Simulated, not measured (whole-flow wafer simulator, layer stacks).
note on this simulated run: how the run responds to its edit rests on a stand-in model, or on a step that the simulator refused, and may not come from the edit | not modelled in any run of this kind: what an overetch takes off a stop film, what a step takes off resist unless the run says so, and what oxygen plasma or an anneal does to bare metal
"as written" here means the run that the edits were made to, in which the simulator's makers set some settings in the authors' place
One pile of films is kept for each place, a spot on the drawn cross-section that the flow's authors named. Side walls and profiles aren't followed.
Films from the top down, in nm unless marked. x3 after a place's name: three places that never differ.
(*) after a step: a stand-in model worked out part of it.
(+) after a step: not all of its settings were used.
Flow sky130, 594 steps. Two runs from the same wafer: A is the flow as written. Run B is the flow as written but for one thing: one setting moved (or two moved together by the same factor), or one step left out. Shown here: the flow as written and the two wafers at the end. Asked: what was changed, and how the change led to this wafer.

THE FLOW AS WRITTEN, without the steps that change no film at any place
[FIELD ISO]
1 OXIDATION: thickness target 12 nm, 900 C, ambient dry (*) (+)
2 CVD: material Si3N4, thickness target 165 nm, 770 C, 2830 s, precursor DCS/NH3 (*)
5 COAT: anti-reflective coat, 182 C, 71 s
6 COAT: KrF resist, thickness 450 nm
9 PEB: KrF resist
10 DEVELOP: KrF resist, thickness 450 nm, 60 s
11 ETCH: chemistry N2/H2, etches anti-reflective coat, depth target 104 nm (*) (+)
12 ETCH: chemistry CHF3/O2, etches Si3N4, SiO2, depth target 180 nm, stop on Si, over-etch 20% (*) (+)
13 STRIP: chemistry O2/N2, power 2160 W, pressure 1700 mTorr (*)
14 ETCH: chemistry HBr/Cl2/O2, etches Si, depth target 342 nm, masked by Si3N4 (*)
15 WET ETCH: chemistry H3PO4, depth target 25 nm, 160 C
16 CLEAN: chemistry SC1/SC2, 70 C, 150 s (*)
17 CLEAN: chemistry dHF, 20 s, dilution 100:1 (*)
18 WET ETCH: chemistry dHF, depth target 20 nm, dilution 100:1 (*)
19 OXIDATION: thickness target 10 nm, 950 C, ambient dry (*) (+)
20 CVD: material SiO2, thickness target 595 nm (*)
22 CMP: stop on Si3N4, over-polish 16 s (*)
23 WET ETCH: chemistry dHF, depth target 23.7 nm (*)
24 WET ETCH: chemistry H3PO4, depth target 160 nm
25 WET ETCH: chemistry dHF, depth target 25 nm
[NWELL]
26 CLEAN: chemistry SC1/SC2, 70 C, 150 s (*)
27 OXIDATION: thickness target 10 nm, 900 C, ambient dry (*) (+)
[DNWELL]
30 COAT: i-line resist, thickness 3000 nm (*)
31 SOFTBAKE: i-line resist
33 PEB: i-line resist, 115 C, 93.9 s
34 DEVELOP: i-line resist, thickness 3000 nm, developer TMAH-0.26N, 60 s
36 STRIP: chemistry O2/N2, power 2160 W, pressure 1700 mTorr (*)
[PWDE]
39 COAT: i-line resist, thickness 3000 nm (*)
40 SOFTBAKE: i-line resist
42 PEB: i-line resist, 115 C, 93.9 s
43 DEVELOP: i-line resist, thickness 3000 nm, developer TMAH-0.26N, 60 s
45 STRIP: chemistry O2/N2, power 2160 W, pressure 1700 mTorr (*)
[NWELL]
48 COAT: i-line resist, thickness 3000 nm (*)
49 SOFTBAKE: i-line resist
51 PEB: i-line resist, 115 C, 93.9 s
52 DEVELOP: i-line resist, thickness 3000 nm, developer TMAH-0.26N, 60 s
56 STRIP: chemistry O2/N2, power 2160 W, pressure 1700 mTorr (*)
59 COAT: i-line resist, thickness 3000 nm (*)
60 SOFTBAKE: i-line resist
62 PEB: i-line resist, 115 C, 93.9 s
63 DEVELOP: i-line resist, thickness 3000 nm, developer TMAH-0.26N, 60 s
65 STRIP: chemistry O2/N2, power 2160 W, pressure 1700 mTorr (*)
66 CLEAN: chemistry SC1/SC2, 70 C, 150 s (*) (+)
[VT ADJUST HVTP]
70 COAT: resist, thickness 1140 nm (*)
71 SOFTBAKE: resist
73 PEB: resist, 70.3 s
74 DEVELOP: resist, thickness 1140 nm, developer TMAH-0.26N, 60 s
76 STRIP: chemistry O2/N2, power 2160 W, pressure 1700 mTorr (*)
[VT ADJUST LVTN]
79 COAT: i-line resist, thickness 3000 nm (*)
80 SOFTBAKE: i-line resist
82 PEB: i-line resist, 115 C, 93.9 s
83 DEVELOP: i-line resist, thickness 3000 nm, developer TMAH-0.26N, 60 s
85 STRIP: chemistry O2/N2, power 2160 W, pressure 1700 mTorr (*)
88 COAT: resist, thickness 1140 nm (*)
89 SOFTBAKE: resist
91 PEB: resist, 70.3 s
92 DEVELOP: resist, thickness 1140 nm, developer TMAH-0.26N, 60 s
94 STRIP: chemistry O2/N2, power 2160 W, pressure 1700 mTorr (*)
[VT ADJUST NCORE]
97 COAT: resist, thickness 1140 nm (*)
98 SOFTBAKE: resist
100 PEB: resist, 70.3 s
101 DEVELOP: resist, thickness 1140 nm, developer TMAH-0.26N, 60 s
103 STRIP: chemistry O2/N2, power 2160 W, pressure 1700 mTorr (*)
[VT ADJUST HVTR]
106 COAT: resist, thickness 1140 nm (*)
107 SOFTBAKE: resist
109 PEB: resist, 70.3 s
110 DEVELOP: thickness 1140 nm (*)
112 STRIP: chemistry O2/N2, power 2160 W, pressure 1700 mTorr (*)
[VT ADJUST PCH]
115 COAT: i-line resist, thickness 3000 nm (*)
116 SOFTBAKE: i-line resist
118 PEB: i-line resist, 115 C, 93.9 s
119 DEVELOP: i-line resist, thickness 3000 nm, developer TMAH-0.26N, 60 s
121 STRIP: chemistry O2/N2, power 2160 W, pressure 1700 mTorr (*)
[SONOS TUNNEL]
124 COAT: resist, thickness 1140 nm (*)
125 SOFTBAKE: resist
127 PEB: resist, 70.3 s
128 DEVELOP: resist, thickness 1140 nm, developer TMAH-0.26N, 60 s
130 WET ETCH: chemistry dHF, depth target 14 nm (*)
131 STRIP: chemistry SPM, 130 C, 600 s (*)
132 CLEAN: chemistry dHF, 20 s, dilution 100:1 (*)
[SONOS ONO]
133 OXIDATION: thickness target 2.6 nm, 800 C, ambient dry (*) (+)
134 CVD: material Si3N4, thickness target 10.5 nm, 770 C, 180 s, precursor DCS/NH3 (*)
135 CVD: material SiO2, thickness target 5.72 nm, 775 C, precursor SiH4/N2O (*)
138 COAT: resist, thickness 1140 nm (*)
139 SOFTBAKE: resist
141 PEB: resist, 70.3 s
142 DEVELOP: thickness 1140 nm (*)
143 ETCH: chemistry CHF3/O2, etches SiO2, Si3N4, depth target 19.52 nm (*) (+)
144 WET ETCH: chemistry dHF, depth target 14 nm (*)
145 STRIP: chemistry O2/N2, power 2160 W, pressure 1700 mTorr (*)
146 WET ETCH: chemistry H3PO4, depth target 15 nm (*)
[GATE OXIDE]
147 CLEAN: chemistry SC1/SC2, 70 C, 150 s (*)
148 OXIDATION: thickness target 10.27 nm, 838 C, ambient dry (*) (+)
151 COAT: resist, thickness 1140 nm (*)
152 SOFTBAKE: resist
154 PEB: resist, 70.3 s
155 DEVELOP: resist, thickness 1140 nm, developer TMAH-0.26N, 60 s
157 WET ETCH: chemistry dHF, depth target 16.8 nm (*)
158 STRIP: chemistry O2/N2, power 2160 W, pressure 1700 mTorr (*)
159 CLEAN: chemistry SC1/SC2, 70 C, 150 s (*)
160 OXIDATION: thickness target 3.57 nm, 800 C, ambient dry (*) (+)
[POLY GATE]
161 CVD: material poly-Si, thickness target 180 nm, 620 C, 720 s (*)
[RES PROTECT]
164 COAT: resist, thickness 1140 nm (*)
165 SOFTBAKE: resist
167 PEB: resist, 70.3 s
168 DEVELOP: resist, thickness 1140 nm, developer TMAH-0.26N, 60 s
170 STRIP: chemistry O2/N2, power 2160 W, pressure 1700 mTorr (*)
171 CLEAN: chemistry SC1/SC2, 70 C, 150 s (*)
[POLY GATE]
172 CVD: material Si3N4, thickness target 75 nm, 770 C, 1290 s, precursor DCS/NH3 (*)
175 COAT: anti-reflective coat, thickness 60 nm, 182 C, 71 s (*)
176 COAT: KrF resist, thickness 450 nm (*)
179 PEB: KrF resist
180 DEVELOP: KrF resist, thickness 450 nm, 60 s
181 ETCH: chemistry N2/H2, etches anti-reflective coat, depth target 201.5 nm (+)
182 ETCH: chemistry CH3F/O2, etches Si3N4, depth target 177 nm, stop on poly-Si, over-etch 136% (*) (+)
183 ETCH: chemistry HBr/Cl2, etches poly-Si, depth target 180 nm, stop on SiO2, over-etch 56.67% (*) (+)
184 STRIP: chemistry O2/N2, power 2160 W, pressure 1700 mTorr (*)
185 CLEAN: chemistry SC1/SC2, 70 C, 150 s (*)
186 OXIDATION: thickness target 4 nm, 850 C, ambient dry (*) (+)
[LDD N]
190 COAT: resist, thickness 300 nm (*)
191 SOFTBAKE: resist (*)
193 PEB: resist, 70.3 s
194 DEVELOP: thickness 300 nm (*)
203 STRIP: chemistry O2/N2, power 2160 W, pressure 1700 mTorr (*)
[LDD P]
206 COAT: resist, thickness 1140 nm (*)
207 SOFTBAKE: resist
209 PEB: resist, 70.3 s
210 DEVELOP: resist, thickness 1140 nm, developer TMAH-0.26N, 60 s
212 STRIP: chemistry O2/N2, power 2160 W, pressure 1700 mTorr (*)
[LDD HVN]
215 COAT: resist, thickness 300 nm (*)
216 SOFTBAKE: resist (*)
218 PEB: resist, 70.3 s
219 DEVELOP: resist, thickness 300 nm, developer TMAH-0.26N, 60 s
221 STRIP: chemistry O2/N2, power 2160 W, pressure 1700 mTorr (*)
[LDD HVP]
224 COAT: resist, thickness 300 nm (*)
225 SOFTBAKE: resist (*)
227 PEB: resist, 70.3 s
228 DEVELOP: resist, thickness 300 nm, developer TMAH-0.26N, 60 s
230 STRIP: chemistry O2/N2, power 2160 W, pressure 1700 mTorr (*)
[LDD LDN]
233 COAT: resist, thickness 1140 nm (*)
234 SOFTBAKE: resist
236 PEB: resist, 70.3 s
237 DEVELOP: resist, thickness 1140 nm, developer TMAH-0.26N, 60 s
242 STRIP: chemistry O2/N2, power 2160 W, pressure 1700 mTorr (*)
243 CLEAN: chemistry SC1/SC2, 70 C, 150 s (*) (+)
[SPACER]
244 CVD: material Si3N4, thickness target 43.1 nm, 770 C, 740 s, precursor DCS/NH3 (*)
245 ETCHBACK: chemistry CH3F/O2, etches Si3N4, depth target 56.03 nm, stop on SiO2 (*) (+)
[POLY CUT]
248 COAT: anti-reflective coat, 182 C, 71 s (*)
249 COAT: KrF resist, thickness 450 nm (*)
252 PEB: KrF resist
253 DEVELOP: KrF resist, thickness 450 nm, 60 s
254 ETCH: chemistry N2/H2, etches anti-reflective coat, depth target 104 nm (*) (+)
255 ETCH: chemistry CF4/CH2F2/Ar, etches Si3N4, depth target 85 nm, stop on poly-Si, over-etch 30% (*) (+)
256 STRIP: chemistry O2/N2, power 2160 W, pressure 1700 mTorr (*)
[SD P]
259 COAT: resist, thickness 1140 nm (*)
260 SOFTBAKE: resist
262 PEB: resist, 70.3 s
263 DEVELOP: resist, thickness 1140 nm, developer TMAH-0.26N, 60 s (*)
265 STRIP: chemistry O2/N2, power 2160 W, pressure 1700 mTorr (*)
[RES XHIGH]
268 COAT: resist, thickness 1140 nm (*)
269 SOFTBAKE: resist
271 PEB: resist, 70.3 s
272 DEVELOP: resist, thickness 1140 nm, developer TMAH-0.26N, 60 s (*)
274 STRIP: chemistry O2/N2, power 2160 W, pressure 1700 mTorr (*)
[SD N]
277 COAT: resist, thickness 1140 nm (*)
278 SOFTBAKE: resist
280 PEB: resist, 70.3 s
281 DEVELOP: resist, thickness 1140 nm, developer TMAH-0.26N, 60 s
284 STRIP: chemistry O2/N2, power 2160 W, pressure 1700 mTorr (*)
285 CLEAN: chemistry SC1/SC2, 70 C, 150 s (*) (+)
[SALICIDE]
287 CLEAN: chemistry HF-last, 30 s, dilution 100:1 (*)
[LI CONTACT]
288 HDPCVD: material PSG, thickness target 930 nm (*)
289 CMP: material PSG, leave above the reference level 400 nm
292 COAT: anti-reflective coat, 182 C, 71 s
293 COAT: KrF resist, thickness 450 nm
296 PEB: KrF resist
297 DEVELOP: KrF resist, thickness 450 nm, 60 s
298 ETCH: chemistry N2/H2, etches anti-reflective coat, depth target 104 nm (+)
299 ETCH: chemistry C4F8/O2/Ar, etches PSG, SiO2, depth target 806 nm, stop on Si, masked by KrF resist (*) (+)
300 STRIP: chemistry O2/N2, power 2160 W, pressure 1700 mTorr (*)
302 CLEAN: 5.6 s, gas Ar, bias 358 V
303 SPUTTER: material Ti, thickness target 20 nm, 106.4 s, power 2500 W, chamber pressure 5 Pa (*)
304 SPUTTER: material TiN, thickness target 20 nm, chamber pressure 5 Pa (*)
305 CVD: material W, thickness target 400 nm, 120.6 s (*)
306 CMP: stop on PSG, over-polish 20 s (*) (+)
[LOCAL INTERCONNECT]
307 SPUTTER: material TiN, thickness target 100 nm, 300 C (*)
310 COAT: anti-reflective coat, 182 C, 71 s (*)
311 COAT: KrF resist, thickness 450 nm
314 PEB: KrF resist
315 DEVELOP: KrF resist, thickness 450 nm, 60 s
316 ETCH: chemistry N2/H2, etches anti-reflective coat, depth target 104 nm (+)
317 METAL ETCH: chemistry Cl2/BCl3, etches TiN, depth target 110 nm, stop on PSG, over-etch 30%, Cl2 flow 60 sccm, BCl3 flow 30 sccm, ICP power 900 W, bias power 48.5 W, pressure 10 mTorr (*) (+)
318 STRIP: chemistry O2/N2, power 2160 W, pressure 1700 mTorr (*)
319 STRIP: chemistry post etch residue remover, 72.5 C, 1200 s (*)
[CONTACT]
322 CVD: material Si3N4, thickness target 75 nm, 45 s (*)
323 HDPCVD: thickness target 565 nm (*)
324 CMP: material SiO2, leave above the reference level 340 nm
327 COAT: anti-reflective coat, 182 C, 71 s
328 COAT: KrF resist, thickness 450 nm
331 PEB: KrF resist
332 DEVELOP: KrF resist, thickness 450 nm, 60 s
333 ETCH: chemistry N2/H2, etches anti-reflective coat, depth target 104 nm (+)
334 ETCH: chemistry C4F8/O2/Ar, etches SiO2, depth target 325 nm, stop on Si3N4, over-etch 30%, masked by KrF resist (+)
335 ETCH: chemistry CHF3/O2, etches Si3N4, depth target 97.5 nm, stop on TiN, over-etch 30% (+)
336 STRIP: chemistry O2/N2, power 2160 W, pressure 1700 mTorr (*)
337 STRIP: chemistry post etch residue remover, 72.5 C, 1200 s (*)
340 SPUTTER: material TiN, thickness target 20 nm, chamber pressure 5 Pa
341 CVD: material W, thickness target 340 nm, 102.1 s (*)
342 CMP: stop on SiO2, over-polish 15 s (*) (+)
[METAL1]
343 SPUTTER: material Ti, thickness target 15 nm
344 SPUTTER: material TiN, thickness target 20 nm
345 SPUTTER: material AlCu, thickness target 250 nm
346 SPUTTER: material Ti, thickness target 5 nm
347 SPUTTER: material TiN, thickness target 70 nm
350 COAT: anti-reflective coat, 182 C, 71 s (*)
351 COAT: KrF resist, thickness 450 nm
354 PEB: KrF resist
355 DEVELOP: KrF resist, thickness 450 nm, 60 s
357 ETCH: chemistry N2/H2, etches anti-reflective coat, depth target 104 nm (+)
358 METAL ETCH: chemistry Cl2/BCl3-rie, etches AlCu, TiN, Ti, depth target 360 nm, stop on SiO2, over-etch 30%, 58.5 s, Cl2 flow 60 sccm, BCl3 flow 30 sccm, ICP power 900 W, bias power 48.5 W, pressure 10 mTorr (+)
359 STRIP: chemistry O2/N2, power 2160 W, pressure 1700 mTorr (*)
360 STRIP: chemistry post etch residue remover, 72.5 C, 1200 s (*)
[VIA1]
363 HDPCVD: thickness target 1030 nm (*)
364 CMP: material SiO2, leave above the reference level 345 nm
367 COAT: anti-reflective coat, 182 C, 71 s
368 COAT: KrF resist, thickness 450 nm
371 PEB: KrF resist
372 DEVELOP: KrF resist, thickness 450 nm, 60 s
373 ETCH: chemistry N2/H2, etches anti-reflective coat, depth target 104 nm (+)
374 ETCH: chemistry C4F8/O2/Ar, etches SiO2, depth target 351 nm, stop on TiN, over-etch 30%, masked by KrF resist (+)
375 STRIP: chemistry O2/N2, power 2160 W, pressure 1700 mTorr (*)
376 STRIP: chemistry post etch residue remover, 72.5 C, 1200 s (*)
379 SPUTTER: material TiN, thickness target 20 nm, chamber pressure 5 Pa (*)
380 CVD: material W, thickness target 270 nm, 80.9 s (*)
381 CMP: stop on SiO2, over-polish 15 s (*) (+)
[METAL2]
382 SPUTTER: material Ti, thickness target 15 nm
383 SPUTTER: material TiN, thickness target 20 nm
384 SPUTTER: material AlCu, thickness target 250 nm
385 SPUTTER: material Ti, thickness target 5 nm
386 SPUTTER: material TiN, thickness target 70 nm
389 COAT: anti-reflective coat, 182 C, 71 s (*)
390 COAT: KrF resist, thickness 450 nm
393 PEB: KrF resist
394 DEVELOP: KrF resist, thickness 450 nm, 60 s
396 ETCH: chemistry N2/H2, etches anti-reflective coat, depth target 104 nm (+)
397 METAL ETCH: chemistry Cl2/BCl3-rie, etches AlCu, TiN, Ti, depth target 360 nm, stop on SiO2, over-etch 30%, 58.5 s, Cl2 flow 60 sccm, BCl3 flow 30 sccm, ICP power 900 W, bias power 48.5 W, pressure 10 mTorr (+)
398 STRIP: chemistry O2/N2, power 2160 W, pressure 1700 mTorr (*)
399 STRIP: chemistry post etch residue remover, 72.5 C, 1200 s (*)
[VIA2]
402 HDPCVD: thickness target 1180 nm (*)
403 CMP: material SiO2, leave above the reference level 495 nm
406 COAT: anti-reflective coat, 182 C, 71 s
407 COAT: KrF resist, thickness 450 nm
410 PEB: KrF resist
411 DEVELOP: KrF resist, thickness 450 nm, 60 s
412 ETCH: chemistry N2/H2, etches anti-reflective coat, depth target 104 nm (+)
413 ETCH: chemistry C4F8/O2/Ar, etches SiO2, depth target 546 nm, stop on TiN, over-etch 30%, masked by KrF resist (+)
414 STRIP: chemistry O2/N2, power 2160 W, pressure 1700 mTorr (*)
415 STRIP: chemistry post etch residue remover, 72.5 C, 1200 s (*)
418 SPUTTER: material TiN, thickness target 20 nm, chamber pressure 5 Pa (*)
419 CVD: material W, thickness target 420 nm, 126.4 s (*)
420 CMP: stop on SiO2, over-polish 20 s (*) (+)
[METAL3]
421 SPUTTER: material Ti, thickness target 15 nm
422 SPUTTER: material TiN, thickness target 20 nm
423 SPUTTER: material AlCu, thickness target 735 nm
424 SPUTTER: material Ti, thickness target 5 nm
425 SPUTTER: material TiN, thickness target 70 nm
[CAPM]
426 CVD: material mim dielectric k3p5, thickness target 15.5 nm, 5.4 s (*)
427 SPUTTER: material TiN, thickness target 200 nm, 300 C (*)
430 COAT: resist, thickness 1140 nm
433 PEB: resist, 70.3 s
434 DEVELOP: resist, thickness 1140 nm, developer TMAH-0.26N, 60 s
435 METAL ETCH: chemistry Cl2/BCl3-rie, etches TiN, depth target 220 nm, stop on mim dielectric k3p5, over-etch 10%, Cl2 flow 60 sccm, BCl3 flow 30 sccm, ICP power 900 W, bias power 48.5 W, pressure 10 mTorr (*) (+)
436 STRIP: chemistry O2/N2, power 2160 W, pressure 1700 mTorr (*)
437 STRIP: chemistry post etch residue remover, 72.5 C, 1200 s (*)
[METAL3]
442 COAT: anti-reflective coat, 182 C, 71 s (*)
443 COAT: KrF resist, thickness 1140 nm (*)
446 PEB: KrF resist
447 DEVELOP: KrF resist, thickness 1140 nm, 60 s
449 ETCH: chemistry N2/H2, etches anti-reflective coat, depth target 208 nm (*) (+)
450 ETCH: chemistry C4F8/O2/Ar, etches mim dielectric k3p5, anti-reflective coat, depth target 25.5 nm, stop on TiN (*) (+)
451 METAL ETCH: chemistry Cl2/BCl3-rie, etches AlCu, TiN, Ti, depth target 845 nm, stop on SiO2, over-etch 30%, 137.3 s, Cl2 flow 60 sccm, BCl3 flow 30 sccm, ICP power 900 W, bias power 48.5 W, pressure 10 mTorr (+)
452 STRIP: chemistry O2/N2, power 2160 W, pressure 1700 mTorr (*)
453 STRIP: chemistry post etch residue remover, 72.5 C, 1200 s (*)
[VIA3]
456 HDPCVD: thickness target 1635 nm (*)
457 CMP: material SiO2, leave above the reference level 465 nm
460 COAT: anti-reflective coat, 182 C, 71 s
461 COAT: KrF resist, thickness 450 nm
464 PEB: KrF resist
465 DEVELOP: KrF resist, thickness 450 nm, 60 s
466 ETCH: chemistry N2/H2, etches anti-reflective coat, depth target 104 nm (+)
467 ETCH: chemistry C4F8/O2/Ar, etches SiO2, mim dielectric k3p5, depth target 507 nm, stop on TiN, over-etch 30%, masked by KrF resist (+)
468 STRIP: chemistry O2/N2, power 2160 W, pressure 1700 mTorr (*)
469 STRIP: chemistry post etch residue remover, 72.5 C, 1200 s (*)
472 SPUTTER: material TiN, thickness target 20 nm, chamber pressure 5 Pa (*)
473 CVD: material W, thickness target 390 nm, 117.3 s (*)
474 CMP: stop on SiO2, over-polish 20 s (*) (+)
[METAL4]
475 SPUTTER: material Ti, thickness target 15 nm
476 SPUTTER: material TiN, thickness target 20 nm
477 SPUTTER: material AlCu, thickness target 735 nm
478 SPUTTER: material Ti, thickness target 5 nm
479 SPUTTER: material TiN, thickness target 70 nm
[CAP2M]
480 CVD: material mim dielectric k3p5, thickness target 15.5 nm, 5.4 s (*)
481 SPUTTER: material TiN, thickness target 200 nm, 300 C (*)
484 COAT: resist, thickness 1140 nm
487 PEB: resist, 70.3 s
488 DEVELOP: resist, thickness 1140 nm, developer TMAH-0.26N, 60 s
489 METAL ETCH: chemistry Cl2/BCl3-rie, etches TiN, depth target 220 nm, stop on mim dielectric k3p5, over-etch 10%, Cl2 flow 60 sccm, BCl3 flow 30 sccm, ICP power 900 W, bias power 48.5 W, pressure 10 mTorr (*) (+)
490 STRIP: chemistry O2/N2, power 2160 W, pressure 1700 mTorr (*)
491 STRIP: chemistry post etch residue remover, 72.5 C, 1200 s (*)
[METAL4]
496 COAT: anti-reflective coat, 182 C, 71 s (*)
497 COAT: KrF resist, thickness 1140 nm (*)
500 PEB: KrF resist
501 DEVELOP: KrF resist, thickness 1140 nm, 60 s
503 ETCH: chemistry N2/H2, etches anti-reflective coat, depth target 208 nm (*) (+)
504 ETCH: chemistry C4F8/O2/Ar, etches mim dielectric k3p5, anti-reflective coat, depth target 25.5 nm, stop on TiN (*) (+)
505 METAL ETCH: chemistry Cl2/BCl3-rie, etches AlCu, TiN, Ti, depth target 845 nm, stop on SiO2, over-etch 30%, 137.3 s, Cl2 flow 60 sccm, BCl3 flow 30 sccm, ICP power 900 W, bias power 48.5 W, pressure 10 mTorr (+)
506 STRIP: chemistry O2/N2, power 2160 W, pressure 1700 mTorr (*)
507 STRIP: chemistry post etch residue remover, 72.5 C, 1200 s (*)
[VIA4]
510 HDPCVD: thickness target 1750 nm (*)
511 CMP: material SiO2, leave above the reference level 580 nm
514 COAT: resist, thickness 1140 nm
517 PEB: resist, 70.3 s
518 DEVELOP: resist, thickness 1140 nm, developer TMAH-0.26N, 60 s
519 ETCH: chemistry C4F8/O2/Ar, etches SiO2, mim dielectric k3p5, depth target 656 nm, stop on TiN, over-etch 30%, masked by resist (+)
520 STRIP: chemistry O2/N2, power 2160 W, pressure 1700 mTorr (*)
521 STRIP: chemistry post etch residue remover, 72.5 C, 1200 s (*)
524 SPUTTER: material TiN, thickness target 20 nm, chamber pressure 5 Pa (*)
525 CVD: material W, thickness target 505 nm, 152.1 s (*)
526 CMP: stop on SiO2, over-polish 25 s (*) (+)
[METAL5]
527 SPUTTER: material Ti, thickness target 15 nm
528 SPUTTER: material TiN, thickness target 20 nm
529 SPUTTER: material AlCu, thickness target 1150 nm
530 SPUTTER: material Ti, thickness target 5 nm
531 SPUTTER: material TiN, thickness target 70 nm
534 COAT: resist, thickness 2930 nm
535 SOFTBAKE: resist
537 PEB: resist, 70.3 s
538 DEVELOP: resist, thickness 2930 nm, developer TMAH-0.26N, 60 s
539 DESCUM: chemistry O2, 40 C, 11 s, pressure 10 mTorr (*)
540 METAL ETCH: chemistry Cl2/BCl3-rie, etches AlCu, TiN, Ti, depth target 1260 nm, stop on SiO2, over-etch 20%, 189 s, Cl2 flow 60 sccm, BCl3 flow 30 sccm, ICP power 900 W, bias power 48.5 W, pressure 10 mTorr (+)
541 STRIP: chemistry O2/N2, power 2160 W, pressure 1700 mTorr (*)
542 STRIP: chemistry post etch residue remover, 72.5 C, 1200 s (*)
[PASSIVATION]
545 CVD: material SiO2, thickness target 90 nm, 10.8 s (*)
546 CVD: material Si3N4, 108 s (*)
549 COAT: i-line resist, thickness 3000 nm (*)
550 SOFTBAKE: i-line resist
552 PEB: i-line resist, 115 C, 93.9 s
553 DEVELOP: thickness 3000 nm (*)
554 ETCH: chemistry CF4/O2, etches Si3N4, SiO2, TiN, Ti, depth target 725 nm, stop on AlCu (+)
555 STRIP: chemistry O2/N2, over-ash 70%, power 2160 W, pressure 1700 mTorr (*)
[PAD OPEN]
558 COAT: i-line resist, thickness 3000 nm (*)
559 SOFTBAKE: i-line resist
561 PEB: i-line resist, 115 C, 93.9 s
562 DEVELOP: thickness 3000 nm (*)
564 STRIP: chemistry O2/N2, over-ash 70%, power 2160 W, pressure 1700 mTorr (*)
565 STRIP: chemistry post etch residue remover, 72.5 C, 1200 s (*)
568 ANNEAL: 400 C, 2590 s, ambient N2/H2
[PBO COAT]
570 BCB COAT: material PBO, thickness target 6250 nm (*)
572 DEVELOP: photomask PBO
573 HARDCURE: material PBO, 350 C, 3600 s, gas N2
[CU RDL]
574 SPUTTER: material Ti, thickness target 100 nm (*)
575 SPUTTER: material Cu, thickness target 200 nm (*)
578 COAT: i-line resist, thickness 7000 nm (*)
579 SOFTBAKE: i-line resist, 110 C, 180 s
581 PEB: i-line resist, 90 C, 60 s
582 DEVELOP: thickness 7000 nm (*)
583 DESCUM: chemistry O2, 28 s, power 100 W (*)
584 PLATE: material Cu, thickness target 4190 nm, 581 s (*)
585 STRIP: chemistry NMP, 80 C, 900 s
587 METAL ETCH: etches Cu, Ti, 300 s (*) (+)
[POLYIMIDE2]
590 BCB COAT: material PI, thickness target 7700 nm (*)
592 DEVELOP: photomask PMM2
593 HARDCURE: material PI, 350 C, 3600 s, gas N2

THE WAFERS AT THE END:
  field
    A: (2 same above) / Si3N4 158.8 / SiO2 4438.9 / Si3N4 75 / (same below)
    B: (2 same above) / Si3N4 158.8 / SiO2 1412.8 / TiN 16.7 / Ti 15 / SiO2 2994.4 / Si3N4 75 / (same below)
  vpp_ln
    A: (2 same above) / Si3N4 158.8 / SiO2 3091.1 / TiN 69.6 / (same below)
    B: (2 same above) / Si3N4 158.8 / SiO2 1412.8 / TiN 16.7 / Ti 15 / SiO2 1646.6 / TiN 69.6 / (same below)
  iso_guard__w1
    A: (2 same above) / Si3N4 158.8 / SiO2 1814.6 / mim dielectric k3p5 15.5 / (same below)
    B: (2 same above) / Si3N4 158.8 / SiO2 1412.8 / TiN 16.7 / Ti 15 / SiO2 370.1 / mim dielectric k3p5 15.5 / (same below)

The cause: step 505, METAL ETCH: depth target 625.3 nm was run, where the flow has depth target 845 nm; step 505, METAL ETCH: 101.6 s was run, where the flow has 137.3 s.

How the change led to this, step by step:
  505 METAL ETCH: chemistry Cl2/BCl3-rie, etches AlCu, TiN, Ti, depth target 845 nm, stop on SiO2, over-etch 30%, 137.3 s, Cl2 flow 60 sccm, BCl3 flow 30 sccm, ICP power 900 W, bias power 48.5 W, pressure 10 mTorr (+)
      field, gate, spacer and 68 more: A TiN -70 (all of it), Ti -5 (all of it), AlCu -735 (all of it), TiN -20 (all of it), Ti -15 (all of it), SiO2 -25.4 | B TiN -70 (all of it), Ti -5 (all of it), AlCu -735 (all of it), TiN -2.89
      active, vpp_iso1, mim_edge_plate and 14 more: A TiN -70 (all of it), Ti -5 (all of it), AlCu -735 (all of it), TiN -20 (all of it), Ti -15 (all of it), SiO2 -25.3 | B TiN -70 (all of it), Ti -5 (all of it), AlCu -735 (all of it), TiN -2.89
      (and at 105 more places)
  506 STRIP: chemistry O2/N2, power 2160 W, pressure 1700 mTorr (*)
      n_well, p_well, gate_hv and 83 more: A KrF resist -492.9 (all of it), anti-reflective coat -80 (all of it) | B KrF resist -635.7 (all of it), anti-reflective coat -80 (all of it)
      vcap_hvt, varactor_hvt_edge, varactor_hvt_sp: A KrF resist -494.5 (all of it), anti-reflective coat -80.3 (all of it) | B KrF resist -637.3 (all of it), anti-reflective coat -80.3 (all of it)
      (and at 16 more places)
  510 HDPCVD: thickness target 1750 nm (*)
      field, active, gate and 85 more: A SiO2 +1750 | B SiO2 +1750 (new film)
  511 CMP: material SiO2, leave above the reference level 580 nm
      field, active, gate and 77 more: A SiO2 -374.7 | B SiO2 -431.7
      iso_guard__w1, mim_edge_gap, vpp_l1ln, vpp_m3ln, rpm_encl, via2_enc, rpm_encl_psd, iso_guard_nsd_tip: A SiO2 -374.6 | B SiO2 -431.7
Counting metal films that touch as one body, field has 1 body; the flow as written gives 0 bodies.
Counting metal films that touch as one body, vpp_ln has 3 bodies (between them, from the top down: SiO2 1646.6; SiO2 267.2); the flow as written gives 2 bodies (between them, from the top down: SiO2 267.2).
Counting metal films that touch as one body, iso_guard__w1 has 2 bodies (between them, from the top down: SiO2 370.1 / mim dielectric k3p5 15.5); the flow as written gives 1 body.
